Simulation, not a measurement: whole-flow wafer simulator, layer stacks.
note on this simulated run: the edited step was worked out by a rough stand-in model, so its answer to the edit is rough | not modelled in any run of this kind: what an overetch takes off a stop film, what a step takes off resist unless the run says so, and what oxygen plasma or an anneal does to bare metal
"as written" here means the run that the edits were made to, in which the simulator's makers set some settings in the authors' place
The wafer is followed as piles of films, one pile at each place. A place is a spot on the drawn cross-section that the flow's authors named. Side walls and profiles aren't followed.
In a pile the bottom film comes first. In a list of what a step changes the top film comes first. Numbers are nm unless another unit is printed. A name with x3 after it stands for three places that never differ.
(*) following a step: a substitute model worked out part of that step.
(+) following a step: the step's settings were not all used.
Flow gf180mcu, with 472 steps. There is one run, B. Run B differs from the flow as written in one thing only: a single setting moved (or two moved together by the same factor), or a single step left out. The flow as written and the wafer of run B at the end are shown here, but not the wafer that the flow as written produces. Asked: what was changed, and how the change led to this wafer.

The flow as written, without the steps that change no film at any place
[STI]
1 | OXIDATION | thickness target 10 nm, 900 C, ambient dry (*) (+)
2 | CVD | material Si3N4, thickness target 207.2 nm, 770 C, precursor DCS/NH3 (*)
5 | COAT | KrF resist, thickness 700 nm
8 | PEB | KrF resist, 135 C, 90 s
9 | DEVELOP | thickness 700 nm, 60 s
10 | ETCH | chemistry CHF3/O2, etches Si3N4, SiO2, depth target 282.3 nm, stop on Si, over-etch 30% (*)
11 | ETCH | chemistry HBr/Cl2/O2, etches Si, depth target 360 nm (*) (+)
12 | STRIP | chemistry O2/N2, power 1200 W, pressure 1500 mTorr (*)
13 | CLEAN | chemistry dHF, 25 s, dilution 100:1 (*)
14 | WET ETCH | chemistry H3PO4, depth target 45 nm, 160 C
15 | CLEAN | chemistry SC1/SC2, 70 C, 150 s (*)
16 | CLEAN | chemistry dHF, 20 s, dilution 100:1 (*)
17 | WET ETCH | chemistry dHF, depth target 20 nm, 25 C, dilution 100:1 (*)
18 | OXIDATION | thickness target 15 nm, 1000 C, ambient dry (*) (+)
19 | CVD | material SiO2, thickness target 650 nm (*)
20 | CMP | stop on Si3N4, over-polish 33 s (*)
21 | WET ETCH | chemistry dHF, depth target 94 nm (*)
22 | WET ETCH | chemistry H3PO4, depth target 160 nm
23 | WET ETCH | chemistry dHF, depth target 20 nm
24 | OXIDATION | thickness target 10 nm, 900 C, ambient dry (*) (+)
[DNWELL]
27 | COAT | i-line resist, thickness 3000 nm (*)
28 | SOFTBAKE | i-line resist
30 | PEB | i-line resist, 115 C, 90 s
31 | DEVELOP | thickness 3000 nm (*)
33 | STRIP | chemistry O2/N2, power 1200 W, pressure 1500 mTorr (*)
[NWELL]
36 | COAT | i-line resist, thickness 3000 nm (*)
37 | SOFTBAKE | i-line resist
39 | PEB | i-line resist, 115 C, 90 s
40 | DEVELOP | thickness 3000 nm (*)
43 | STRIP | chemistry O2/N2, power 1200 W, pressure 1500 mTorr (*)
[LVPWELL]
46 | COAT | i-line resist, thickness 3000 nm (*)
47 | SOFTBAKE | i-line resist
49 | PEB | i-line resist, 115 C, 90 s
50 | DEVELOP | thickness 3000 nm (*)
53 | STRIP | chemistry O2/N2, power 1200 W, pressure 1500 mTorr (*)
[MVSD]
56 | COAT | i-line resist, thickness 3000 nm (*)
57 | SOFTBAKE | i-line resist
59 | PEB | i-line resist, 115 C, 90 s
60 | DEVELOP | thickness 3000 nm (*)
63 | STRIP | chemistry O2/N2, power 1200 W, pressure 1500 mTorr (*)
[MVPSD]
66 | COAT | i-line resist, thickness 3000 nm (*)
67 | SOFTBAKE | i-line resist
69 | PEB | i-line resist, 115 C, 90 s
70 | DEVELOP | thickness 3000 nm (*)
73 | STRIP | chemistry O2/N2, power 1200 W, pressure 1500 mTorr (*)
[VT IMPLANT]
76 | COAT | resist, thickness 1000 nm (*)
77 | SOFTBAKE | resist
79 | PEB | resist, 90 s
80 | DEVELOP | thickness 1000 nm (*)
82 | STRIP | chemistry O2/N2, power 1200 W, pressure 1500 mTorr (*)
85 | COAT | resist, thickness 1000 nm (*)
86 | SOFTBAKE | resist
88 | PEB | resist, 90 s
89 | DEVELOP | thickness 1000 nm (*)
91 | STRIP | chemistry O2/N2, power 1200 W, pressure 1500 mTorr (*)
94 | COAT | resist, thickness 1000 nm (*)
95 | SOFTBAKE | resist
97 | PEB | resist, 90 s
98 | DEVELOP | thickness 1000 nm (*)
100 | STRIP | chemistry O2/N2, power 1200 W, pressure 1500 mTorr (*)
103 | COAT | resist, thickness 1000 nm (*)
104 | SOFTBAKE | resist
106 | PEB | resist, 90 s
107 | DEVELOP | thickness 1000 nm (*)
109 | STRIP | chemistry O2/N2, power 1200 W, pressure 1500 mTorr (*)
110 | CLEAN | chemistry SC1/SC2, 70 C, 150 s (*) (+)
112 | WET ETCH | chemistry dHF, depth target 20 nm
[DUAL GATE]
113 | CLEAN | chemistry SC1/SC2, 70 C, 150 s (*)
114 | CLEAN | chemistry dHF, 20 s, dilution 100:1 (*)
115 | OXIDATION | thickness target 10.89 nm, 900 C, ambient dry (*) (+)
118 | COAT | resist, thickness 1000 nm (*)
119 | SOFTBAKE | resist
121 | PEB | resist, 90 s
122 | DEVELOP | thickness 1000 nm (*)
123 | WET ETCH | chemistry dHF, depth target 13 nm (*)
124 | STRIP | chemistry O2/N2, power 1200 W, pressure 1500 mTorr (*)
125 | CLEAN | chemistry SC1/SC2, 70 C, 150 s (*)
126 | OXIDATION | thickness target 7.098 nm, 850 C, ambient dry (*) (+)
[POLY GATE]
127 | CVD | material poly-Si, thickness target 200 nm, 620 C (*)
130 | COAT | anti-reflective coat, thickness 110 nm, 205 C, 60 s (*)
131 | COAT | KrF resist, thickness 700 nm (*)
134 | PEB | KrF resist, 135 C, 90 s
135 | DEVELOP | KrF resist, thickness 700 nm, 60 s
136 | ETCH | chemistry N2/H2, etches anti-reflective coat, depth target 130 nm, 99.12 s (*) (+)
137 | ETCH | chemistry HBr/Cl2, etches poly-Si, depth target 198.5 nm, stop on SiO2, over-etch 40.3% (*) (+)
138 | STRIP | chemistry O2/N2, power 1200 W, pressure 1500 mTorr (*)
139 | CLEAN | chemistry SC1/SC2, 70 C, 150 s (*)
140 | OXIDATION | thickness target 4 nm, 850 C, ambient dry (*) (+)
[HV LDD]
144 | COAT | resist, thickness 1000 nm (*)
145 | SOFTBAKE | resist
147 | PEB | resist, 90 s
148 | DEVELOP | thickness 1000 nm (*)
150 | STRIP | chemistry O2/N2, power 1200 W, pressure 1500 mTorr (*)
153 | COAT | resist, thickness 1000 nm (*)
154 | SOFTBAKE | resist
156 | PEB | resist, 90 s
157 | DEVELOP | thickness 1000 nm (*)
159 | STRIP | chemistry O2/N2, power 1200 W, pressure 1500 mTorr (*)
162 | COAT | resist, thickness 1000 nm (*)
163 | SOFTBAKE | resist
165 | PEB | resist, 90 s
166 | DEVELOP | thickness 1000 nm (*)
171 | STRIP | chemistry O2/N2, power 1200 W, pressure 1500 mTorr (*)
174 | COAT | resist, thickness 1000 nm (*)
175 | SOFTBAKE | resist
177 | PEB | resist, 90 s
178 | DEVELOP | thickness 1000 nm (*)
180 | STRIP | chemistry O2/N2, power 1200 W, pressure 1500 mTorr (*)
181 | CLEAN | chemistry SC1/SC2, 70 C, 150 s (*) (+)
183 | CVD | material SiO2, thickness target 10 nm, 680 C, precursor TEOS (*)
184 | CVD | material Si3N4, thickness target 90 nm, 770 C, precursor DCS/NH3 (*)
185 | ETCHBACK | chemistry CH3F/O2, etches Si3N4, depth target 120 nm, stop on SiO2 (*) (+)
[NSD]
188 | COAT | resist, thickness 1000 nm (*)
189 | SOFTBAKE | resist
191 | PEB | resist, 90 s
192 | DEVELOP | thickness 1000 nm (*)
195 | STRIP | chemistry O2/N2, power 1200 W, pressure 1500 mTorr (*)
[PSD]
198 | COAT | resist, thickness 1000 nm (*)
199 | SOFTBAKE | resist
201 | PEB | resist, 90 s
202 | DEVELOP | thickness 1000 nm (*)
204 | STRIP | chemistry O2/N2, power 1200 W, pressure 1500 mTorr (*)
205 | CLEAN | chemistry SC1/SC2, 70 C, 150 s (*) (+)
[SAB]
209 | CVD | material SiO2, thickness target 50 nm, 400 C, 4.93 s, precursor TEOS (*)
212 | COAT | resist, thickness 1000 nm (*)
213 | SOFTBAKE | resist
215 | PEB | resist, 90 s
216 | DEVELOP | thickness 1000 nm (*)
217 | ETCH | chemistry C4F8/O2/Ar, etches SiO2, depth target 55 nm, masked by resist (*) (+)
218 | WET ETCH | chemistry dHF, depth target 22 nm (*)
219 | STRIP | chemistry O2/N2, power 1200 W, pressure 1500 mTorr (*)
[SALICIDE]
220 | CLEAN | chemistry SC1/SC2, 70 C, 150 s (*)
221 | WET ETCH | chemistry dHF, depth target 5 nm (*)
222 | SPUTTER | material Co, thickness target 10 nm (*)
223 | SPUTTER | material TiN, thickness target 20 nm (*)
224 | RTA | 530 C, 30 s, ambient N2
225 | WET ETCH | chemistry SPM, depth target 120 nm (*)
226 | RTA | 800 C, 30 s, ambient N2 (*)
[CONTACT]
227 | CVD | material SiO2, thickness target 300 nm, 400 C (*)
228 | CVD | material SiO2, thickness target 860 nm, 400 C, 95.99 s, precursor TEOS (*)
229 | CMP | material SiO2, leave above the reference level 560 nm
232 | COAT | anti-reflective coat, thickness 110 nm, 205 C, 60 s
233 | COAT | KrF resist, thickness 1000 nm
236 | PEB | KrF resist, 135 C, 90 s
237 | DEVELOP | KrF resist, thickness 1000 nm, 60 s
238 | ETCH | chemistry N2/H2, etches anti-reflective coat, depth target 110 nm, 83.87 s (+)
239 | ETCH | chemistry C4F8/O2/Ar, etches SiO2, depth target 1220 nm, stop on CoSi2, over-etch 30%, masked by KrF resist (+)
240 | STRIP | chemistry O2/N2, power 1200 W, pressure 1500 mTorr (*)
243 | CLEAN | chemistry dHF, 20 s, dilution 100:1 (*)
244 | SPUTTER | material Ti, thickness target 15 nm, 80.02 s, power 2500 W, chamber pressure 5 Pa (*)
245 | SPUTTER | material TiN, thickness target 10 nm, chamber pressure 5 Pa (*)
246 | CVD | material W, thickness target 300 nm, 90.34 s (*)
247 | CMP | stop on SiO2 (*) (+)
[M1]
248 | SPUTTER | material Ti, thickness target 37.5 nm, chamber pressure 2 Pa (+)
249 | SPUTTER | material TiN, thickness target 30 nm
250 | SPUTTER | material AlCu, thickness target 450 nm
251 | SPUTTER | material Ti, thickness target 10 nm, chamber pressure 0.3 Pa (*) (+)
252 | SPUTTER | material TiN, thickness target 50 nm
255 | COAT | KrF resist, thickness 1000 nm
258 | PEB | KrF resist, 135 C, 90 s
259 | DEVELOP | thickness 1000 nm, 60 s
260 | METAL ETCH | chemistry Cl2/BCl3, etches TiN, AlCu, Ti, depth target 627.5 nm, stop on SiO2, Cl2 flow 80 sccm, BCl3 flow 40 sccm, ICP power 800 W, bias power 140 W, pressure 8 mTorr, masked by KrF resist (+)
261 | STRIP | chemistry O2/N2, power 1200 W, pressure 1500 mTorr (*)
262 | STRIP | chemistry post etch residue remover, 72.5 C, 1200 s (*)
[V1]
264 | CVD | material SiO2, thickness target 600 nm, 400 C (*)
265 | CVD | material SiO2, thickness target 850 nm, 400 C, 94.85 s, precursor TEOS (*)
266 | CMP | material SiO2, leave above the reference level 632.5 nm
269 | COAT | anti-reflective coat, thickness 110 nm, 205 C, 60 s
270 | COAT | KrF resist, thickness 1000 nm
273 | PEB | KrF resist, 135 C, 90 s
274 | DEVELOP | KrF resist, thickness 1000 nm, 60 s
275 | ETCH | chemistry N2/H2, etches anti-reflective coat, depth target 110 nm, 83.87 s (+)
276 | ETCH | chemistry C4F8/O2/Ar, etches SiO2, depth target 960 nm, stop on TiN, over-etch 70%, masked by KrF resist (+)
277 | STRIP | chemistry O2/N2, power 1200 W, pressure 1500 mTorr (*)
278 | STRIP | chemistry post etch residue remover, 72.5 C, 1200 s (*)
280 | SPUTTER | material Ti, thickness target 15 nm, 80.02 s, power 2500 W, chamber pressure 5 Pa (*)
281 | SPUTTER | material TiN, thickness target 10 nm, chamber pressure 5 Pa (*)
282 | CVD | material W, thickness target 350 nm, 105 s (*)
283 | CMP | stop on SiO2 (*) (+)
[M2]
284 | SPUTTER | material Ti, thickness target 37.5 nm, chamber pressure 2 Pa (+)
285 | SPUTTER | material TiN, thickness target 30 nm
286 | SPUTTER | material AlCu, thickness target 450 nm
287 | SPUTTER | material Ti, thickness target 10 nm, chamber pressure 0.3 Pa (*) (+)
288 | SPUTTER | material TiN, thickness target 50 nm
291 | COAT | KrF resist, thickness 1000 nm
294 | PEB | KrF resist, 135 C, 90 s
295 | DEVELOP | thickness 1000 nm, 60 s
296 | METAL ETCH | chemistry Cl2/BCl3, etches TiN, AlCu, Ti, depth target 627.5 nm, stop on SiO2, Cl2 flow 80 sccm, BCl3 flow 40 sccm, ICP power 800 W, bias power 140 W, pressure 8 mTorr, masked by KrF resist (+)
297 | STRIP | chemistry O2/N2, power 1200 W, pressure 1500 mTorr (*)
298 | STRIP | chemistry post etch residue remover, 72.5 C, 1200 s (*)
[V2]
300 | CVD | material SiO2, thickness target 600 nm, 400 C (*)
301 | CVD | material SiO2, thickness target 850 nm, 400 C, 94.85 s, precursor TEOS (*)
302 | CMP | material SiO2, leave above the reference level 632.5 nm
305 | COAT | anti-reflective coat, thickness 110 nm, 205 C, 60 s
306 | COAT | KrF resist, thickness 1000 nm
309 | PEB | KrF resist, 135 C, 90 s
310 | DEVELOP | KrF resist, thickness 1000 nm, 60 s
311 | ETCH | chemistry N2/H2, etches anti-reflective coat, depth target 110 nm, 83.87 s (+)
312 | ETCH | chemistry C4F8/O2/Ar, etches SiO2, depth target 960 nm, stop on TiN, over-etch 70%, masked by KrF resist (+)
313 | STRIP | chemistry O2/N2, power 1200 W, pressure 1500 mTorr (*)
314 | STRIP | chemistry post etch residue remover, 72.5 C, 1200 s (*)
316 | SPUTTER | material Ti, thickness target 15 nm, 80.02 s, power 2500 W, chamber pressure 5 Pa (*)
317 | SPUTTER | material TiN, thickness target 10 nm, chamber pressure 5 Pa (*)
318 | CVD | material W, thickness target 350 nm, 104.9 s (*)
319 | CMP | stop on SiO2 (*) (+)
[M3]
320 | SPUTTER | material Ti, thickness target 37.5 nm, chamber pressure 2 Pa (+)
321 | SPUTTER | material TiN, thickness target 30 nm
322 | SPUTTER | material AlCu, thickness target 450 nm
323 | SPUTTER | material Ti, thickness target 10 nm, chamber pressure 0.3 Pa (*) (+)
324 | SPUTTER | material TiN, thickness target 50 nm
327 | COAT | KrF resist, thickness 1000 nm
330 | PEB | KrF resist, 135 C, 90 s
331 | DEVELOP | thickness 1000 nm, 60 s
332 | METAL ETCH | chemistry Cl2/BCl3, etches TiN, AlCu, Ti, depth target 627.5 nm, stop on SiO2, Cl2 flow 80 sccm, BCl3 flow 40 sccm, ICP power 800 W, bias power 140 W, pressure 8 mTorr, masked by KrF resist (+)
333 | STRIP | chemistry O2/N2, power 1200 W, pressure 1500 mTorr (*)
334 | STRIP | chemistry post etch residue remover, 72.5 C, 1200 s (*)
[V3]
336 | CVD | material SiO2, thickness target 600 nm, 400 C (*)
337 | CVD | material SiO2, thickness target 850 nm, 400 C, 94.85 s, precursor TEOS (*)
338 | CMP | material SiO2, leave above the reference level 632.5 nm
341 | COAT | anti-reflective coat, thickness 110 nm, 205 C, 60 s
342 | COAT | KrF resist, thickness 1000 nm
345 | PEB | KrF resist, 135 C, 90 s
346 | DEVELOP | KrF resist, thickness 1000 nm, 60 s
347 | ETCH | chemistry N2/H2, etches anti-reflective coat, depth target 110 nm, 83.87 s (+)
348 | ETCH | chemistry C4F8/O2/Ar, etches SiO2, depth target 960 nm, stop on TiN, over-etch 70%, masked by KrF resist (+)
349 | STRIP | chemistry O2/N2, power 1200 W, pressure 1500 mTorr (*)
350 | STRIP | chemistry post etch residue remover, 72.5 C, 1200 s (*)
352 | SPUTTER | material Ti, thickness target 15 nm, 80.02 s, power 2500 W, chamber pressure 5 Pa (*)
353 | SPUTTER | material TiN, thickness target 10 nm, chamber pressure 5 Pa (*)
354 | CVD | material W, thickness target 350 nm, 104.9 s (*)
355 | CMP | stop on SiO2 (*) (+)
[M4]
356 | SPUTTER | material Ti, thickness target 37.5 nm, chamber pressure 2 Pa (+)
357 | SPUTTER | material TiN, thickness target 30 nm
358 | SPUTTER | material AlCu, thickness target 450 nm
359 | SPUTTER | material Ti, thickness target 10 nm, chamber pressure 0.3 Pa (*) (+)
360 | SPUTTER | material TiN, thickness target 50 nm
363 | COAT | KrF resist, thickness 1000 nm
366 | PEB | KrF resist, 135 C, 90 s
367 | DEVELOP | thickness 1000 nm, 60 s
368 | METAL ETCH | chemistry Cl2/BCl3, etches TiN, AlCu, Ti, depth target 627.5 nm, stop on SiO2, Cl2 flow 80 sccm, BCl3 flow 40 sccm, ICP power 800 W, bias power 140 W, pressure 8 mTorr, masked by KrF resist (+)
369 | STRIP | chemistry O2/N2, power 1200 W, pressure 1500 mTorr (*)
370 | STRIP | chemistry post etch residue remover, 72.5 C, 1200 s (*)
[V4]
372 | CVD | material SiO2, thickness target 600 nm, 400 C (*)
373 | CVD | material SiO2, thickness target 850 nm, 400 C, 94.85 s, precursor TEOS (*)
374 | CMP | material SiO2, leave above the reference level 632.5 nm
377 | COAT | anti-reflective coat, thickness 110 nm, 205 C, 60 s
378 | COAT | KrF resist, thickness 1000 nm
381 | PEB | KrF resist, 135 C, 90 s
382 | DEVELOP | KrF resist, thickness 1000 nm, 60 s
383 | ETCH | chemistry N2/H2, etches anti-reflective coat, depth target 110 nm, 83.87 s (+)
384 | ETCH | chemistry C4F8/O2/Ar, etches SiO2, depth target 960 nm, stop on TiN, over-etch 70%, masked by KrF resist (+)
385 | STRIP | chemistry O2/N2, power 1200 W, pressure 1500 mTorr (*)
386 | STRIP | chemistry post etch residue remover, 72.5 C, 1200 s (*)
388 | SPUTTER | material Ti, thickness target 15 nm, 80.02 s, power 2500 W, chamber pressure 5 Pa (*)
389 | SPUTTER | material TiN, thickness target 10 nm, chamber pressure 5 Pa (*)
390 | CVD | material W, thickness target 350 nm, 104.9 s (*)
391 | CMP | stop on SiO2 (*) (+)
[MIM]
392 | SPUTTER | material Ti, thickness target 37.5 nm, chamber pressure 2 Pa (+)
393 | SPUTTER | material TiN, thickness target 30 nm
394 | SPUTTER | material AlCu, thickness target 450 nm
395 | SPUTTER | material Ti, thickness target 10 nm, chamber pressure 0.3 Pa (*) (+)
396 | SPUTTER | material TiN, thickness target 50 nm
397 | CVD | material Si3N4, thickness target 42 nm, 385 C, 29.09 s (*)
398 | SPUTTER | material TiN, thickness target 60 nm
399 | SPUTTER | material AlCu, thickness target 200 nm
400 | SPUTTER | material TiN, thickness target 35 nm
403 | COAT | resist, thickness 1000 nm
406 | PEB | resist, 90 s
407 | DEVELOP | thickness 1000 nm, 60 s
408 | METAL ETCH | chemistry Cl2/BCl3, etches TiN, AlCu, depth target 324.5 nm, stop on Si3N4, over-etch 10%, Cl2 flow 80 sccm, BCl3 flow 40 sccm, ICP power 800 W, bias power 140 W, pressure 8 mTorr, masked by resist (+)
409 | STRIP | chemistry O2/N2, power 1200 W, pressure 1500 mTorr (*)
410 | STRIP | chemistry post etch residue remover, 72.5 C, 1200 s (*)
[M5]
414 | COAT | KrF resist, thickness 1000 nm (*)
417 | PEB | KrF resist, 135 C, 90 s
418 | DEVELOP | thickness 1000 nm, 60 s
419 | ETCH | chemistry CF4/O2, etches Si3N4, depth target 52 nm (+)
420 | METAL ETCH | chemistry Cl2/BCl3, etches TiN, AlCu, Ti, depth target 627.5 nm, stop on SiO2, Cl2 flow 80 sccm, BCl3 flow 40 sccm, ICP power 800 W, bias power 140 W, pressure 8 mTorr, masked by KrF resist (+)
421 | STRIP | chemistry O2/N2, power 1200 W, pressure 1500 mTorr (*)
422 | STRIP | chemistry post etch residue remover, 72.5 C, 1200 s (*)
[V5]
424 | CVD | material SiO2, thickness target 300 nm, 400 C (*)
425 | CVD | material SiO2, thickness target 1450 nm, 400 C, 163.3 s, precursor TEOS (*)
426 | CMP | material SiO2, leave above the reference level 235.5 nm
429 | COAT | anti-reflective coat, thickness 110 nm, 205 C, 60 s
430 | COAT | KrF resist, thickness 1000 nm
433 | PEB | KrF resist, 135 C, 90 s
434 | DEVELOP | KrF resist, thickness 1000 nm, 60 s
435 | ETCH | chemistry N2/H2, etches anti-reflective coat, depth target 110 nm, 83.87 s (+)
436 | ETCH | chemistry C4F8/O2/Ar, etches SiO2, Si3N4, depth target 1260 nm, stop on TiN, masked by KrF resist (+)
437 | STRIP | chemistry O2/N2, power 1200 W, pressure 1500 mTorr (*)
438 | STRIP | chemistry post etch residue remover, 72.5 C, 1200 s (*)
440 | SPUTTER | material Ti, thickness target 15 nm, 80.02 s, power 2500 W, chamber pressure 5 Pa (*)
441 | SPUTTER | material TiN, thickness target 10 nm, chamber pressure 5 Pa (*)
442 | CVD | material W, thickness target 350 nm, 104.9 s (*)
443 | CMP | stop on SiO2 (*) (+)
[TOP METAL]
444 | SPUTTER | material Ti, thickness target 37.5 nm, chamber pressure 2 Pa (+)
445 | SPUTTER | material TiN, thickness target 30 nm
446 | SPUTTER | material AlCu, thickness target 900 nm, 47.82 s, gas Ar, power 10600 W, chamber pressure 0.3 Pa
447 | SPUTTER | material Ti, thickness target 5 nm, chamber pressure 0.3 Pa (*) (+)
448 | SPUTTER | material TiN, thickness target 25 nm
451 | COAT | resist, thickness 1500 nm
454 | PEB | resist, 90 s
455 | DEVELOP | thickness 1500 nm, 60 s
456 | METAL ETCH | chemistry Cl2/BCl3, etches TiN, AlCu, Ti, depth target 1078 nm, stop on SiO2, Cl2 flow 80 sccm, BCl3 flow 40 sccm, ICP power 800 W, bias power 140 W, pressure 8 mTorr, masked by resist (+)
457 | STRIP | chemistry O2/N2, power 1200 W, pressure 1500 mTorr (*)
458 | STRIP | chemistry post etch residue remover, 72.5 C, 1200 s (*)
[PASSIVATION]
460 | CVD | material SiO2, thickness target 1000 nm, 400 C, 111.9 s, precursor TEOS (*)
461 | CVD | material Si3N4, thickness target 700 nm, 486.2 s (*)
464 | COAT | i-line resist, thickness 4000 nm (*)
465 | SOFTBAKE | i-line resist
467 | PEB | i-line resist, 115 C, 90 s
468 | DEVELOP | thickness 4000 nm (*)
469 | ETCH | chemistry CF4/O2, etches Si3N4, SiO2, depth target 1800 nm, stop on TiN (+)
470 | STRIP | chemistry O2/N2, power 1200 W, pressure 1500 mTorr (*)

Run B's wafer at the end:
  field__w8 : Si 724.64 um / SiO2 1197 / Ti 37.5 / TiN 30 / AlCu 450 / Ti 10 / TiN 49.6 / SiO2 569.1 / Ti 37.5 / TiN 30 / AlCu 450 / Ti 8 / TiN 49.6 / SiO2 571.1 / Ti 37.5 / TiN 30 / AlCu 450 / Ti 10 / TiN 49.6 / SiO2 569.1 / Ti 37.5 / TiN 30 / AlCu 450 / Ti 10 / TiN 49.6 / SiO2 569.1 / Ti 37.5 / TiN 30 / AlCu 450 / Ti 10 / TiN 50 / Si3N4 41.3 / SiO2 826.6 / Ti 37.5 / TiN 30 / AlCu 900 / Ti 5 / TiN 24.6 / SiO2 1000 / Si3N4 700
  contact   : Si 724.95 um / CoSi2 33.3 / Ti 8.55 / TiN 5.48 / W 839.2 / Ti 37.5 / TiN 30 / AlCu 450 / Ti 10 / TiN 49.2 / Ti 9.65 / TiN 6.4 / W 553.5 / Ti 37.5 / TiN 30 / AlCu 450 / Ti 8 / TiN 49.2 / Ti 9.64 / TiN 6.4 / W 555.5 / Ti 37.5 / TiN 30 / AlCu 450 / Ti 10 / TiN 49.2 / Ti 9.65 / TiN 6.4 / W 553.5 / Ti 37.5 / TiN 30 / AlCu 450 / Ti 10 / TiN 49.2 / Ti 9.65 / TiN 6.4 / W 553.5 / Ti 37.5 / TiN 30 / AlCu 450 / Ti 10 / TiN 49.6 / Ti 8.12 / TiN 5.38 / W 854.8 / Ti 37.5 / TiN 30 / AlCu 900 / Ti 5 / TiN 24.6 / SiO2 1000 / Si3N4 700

Cause: step 287, SPUTTER: thickness target 8 nm was run, whereas the flow has thickness target 10 nm.
The wafer itself shows it: field__w8 has Ti 8, and step 287 as written asks for 10 nm.

How this came from the change, step by step:
  287 | SPUTTER | material Ti, thickness target 10 nm, chamber pressure 0.3 Pa (*) (+)
      field, field__w1, field__w2 and 108 more: +8 Ti (new film) (in the flow as written it would be: +10 Ti (new film))
  296 | METAL ETCH | chemistry Cl2/BCl3, etches TiN, AlCu, Ti, depth target 627.5 nm, stop on SiO2, Cl2 flow 80 sccm, BCl3 flow 40 sccm, ICP power 800 W, bias power 140 W, pressure 8 mTorr, masked by KrF resist (+)
      field, field__w1, field__w2 and 103 more: -50 TiN (all of it), -8 Ti (all of it), -450 AlCu (all of it), -30 TiN (all of it), -37.5 Ti (all of it) (in the flow as written it would be: -50 TiN (all of it), -10 Ti (all of it), -450 AlCu (all of it), -30 TiN (all of it), -37.5 Ti (all of it))
